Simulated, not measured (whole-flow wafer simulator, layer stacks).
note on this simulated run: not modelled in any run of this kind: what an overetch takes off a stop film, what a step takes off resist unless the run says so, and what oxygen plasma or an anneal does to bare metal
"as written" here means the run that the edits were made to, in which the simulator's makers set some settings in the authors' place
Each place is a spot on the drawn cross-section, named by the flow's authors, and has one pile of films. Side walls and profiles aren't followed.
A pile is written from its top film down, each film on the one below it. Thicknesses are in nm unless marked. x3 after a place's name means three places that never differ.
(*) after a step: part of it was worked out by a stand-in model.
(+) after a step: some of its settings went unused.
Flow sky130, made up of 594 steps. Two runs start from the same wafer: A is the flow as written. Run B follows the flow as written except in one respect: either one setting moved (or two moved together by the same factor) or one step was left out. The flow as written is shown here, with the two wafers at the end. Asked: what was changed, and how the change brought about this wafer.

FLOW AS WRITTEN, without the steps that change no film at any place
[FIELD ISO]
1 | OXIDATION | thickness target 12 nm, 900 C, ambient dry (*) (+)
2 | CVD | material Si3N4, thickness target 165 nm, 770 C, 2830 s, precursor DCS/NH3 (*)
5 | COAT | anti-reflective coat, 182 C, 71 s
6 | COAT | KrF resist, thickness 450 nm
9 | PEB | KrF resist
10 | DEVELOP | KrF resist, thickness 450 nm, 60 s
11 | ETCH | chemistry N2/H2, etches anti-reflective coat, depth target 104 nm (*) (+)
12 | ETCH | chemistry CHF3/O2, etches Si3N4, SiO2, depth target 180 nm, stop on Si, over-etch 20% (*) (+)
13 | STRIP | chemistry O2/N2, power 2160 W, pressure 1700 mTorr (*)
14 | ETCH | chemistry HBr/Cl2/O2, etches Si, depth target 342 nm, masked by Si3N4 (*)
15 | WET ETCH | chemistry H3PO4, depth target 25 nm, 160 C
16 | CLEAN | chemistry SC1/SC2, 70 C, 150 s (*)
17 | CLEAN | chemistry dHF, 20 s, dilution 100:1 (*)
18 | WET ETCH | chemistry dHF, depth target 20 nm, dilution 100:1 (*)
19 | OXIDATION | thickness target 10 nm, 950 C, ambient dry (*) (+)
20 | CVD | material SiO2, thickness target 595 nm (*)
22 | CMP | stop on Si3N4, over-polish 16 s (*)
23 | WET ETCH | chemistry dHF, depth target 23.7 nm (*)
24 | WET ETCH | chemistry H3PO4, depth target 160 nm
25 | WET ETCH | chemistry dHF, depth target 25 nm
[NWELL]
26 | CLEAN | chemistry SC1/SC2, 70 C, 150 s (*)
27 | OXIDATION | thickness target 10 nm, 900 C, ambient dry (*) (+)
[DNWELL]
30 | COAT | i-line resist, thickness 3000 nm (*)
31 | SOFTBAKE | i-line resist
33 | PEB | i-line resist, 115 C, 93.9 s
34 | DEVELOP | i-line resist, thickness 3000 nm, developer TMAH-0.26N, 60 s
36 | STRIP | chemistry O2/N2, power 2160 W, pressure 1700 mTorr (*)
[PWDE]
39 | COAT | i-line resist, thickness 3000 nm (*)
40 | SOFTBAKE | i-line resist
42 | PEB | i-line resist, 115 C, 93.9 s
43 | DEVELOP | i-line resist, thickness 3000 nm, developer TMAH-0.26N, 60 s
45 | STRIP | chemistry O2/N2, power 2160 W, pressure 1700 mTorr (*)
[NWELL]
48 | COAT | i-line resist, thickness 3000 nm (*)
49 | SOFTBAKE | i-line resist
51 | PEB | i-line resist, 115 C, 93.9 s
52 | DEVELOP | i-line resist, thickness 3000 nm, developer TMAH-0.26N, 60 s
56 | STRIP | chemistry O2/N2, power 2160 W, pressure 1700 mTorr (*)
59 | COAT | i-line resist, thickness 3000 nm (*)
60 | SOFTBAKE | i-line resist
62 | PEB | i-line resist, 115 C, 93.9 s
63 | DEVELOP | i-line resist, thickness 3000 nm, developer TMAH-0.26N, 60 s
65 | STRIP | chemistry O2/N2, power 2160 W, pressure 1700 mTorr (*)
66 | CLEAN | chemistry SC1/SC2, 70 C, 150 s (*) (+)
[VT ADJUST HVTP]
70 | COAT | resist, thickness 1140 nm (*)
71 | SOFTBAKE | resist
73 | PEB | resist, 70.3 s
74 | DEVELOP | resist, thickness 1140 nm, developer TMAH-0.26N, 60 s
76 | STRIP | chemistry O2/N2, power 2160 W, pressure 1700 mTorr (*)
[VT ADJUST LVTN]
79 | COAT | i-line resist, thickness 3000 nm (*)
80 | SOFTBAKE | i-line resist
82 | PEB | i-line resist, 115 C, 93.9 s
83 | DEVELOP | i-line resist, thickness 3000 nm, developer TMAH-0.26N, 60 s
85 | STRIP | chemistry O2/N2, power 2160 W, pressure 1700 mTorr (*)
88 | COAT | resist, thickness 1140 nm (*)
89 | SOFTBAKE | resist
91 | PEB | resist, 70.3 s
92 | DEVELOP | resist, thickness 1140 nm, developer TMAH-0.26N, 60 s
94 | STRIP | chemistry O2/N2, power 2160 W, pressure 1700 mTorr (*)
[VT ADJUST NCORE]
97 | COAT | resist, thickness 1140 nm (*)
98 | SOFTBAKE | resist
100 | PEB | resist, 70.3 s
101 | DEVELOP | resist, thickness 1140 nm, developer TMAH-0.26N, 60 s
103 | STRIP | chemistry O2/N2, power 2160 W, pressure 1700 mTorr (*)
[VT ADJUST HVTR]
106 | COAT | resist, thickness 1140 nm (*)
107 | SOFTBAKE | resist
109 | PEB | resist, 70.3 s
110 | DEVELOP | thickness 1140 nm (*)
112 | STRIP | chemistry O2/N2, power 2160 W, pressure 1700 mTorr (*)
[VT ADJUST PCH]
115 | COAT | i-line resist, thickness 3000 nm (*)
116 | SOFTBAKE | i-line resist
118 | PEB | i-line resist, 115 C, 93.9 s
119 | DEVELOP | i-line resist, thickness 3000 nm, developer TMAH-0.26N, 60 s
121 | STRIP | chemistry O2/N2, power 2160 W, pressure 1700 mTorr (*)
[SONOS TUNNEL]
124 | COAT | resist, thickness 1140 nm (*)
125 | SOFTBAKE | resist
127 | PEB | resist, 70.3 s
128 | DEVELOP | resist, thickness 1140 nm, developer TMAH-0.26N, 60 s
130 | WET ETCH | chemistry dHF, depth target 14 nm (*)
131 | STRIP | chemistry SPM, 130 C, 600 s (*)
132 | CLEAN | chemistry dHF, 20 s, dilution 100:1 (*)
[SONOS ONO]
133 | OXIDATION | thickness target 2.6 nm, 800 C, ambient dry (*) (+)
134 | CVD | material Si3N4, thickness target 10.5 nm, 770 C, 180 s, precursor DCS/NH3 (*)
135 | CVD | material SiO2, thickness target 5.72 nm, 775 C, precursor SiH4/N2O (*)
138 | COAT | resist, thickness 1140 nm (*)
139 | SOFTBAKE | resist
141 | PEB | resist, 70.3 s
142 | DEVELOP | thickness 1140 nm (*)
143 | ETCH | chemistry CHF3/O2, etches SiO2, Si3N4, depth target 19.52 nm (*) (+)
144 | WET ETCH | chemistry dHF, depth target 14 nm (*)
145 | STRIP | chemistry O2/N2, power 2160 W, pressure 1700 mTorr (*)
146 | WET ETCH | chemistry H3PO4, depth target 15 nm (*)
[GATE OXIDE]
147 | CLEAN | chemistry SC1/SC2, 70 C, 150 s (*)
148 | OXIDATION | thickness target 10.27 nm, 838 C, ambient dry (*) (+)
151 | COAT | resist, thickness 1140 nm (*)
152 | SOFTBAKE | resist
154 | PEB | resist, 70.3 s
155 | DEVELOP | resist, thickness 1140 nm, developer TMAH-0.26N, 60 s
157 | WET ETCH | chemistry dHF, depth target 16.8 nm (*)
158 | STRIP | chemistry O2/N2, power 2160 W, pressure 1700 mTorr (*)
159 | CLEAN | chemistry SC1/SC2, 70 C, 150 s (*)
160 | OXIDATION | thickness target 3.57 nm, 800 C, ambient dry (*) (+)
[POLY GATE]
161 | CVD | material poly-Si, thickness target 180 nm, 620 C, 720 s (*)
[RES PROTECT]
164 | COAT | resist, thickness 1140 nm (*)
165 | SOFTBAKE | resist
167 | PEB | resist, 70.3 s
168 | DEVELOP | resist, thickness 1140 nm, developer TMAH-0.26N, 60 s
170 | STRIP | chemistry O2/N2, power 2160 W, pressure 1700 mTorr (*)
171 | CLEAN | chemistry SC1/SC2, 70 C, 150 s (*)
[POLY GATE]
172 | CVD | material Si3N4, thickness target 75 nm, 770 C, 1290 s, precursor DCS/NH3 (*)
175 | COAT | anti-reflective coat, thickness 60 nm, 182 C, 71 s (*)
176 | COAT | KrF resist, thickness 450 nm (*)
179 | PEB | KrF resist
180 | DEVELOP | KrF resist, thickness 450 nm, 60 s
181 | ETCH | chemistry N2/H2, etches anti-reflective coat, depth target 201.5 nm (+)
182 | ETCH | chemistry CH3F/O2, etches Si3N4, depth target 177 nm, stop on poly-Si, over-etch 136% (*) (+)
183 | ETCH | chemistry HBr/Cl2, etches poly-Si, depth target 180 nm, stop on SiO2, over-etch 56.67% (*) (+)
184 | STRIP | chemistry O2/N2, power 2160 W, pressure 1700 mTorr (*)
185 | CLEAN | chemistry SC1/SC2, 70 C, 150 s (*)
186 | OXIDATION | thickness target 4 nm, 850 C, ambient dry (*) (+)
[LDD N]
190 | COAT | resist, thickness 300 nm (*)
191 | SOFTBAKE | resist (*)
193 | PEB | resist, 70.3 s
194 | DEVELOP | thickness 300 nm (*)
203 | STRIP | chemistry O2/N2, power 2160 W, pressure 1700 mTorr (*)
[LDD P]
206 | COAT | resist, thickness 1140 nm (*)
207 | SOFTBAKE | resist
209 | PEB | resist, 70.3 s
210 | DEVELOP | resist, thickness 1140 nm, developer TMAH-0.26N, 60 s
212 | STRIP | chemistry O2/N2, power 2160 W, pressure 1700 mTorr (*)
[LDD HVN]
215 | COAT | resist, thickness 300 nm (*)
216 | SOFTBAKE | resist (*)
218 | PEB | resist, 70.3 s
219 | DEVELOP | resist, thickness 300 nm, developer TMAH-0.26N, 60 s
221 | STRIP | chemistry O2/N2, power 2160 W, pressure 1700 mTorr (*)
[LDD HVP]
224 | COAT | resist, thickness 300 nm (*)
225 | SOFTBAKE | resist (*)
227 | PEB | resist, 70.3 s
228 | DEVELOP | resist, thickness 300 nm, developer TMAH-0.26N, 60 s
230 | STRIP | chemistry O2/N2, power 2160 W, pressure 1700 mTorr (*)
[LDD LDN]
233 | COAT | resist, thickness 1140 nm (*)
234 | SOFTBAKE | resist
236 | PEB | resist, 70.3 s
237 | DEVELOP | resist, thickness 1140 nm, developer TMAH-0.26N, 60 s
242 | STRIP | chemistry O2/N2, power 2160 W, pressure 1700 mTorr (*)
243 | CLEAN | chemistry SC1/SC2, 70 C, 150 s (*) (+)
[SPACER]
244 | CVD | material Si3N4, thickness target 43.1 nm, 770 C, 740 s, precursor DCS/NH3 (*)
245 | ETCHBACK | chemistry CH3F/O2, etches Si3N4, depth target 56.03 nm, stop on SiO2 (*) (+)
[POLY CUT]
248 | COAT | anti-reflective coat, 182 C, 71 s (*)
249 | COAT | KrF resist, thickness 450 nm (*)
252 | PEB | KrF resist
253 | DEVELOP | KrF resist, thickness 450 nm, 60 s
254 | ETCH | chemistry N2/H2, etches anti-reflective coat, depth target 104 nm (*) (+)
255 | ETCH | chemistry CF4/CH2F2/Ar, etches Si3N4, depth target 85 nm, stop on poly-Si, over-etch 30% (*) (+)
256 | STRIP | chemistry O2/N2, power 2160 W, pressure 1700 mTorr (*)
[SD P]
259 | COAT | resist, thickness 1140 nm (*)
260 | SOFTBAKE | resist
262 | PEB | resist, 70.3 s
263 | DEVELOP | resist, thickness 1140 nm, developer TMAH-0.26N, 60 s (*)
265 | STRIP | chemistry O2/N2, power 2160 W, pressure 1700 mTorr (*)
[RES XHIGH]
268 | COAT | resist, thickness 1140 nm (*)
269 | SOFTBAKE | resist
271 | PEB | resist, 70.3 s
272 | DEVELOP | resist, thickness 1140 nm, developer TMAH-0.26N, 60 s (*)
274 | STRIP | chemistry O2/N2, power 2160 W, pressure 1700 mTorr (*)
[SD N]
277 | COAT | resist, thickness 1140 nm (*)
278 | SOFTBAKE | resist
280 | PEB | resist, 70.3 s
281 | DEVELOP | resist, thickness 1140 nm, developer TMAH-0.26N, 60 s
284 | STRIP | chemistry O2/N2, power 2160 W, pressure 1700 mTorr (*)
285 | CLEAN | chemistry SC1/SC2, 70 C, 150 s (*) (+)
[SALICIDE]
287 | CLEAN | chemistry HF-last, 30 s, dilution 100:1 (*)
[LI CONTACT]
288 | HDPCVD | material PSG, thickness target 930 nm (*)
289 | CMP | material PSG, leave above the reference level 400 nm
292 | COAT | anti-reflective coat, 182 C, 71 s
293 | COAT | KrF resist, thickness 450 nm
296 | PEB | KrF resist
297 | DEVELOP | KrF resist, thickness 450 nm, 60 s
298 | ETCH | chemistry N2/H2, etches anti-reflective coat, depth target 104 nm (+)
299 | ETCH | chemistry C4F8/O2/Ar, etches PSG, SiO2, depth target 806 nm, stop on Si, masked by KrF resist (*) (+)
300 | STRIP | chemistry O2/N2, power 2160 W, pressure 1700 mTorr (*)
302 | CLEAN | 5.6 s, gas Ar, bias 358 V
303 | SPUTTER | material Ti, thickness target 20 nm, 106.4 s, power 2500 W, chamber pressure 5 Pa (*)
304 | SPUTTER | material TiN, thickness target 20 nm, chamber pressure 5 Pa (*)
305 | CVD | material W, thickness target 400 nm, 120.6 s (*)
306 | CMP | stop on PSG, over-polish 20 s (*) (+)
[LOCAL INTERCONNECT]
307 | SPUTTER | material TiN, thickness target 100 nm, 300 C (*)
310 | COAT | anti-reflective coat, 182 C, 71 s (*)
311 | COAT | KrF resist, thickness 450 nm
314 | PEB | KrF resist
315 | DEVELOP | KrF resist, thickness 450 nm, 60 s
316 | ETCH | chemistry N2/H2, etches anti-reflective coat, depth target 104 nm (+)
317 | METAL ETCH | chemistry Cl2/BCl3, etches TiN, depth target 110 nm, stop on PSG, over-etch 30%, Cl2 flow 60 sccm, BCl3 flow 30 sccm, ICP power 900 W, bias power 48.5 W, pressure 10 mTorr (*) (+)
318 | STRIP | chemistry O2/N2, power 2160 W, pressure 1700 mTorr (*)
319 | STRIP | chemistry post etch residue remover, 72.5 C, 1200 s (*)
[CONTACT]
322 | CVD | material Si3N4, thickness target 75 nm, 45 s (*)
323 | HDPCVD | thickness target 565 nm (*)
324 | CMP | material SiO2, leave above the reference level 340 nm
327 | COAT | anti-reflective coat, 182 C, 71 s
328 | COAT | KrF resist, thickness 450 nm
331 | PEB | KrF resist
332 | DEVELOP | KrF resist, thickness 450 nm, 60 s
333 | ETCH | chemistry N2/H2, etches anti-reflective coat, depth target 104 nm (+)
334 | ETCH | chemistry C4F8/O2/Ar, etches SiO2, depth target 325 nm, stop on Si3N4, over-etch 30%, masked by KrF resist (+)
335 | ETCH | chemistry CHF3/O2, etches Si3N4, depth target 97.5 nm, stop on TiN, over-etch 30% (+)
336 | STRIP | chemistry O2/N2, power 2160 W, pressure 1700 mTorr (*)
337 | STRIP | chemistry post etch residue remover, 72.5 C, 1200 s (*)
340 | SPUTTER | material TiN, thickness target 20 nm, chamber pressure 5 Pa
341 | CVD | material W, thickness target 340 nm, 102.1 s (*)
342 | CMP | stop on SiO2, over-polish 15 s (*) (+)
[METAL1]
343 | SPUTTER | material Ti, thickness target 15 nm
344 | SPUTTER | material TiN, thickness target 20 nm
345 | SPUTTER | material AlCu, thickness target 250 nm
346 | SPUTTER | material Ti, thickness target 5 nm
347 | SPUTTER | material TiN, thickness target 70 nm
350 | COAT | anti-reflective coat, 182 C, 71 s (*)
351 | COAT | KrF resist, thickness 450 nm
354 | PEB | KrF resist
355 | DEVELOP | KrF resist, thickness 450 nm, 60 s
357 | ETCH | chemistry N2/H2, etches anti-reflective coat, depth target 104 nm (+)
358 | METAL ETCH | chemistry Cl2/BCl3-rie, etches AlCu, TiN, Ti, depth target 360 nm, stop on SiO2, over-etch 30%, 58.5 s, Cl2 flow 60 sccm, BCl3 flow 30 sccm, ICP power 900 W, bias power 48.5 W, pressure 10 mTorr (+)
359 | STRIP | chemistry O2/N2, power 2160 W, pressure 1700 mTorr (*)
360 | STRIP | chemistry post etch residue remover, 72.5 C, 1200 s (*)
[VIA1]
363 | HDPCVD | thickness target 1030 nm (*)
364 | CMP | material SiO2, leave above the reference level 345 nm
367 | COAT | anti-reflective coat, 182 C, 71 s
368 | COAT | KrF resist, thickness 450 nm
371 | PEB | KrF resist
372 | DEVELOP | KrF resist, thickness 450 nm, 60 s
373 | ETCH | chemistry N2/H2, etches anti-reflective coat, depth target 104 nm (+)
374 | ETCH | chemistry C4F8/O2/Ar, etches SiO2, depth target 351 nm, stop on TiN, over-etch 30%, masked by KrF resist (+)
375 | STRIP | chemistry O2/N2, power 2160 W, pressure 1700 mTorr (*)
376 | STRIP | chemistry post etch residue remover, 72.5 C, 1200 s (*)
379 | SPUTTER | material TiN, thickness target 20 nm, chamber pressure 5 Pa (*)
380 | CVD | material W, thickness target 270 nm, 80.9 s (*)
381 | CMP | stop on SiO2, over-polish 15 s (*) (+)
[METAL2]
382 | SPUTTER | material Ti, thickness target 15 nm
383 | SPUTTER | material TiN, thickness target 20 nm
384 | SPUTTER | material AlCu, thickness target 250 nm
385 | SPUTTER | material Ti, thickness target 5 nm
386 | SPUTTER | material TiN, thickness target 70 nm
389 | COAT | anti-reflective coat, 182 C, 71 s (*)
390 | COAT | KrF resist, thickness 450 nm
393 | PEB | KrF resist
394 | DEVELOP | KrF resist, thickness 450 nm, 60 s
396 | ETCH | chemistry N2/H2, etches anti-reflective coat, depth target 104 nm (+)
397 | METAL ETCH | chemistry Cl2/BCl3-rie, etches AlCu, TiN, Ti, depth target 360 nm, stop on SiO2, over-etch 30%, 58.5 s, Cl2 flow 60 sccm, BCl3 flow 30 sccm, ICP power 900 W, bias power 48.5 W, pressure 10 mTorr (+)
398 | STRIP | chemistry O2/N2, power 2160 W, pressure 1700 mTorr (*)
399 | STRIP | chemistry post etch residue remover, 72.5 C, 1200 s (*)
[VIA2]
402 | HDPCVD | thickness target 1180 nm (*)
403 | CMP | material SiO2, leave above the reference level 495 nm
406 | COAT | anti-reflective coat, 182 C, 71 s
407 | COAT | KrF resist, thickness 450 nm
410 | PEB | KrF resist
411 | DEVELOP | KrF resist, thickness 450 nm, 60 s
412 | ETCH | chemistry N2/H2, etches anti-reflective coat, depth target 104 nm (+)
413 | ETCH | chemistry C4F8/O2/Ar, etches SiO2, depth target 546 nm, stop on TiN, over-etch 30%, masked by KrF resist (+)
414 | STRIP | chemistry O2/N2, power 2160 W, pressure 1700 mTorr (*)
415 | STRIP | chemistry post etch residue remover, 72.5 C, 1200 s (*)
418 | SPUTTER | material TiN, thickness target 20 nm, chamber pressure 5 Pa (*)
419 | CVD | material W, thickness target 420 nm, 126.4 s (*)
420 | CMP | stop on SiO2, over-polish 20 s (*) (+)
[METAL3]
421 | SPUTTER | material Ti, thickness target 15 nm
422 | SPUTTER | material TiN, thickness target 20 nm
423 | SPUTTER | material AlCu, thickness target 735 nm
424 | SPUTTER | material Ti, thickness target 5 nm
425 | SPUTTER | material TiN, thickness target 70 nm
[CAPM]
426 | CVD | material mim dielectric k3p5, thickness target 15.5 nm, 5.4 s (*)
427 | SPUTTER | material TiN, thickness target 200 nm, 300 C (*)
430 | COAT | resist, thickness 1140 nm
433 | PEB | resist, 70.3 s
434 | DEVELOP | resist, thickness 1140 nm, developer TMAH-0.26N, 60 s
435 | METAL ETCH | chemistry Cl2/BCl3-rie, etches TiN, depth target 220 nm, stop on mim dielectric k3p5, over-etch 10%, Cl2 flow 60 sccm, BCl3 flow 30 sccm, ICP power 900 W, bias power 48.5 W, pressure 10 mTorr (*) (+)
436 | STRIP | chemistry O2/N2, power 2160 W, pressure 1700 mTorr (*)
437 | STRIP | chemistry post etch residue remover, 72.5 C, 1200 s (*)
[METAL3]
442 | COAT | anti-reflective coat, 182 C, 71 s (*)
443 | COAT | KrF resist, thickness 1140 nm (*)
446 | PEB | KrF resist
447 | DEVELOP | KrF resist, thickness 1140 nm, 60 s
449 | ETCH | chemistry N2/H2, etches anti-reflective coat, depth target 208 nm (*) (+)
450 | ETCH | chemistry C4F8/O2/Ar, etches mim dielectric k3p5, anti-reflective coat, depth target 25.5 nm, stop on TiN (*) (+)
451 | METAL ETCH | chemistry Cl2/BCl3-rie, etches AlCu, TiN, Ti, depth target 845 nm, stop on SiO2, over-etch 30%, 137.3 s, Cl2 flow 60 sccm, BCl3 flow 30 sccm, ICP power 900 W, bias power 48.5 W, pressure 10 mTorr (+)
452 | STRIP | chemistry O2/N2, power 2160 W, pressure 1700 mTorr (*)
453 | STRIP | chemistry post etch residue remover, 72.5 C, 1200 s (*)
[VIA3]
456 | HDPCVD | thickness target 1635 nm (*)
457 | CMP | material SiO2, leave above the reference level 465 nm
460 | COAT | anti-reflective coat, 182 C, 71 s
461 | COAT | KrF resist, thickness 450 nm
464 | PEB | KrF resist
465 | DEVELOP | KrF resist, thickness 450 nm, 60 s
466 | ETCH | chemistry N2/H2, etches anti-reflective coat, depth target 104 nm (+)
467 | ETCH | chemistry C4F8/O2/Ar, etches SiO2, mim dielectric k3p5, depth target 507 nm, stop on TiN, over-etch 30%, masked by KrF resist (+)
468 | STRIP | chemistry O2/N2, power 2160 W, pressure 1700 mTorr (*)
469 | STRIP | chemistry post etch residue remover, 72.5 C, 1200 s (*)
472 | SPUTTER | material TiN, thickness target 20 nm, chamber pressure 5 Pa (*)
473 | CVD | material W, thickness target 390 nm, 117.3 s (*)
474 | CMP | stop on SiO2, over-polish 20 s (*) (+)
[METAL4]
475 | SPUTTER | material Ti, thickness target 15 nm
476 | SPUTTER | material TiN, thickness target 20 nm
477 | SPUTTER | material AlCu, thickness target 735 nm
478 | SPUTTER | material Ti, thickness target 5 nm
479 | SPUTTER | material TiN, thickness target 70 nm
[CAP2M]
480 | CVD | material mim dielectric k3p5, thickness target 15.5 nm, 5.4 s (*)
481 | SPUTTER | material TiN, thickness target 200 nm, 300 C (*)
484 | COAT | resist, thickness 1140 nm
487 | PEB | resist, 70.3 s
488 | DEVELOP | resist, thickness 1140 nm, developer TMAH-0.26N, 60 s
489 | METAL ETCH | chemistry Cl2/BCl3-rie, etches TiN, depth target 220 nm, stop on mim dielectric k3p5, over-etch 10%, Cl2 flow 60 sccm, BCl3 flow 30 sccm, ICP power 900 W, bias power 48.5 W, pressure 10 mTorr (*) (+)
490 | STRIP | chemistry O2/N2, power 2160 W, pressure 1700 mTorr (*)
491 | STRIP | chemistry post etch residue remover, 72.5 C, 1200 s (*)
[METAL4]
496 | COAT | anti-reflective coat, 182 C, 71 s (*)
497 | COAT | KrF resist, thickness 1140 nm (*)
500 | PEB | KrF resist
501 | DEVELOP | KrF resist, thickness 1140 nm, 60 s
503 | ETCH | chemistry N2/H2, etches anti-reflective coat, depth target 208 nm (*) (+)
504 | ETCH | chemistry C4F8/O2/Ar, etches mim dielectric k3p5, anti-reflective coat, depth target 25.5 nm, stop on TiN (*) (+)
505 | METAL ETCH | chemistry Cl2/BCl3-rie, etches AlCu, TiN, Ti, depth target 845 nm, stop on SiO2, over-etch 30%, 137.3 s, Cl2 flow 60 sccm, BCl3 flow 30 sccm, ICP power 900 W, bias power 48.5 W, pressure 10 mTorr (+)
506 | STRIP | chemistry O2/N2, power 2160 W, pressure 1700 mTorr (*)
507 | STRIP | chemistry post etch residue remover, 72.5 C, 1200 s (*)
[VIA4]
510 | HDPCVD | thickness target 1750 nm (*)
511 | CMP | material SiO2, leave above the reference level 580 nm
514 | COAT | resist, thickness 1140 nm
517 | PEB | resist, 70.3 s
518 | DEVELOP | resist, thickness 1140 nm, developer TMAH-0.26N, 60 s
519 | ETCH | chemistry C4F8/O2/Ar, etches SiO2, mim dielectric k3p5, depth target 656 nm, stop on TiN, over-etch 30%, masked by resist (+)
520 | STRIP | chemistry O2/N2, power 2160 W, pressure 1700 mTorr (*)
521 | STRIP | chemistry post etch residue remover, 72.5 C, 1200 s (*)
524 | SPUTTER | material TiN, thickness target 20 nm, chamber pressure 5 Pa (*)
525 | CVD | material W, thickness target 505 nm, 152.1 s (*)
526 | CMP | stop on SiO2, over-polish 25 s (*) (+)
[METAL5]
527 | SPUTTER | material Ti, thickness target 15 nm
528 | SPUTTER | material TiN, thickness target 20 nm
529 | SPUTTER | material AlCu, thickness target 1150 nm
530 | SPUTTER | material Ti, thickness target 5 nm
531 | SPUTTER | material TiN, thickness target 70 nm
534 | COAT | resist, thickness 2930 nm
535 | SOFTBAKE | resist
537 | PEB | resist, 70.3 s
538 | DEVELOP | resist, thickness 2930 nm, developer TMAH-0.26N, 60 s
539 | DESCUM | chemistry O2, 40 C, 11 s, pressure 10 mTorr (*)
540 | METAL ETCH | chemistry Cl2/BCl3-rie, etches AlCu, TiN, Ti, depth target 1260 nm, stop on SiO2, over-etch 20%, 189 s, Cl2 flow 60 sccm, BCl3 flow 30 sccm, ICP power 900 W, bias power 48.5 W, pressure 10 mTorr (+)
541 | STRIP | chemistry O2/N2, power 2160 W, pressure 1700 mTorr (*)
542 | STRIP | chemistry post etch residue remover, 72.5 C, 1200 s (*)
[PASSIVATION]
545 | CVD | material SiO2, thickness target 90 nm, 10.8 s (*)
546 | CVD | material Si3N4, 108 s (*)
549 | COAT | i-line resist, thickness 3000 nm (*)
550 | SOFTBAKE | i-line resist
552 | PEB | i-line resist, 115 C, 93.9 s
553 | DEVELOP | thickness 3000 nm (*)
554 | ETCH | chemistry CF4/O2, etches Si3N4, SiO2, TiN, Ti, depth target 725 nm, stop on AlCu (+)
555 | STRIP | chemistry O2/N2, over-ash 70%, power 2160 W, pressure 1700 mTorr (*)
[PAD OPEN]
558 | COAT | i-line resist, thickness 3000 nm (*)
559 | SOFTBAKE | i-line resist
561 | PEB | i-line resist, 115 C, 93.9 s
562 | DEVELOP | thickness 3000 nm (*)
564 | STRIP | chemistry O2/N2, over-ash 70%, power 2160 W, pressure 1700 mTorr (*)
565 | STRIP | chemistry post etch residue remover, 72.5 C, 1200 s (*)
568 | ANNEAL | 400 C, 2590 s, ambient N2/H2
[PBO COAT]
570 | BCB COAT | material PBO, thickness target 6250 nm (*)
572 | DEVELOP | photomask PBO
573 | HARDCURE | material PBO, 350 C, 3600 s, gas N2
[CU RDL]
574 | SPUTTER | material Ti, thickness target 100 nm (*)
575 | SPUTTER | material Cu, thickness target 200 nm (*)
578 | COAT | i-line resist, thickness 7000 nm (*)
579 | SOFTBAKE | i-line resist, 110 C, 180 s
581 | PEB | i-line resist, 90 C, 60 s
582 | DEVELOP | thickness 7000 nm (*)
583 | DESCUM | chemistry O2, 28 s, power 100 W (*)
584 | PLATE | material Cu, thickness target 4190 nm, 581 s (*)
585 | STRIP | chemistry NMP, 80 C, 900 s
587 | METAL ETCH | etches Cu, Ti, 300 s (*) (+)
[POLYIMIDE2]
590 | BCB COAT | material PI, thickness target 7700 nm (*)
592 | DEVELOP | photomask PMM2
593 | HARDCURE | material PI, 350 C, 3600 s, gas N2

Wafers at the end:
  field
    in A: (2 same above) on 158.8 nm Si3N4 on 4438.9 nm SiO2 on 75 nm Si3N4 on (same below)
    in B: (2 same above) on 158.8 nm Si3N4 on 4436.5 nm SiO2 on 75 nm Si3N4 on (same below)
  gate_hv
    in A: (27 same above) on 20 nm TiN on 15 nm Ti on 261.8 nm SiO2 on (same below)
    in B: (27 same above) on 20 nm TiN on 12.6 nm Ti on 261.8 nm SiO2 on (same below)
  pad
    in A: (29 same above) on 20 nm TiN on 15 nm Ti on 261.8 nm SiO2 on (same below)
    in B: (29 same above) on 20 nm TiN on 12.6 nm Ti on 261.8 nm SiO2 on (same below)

The reason: step 343, SPUTTER: thickness target 12.6 nm was run, though the flow has thickness target 15 nm.
The wafer itself shows it: gate_hv has Ti 12.6, and step 343 as written asks for 15 nm.

Step by step, how the change led to this:
  343 | SPUTTER | material Ti, thickness target 15 nm
      field, active, n_well and 188 more: A Ti gains 15 (new film) | B Ti gains 12.6 (new film)
  358 | METAL ETCH | chemistry Cl2/BCl3-rie, etches AlCu, TiN, Ti, depth target 360 nm, stop on SiO2, over-etch 30%, 58.5 s, Cl2 flow 60 sccm, BCl3 flow 30 sccm, ICP power 900 W, bias power 48.5 W, pressure 10 mTorr (+)
      field, active, gate and 81 more: A TiN loses 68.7 (all of it), Ti loses 5 (all of it), AlCu loses 250 (all of it), TiN loses 20 (all of it), Ti loses 15 (all of it), SiO2 loses 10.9 | B TiN loses 68.7 (all of it), Ti loses 5 (all of it), AlCu loses 250 (all of it), TiN loses 20 (all of it), Ti loses 12.6 (all of it), SiO2 loses 11.2
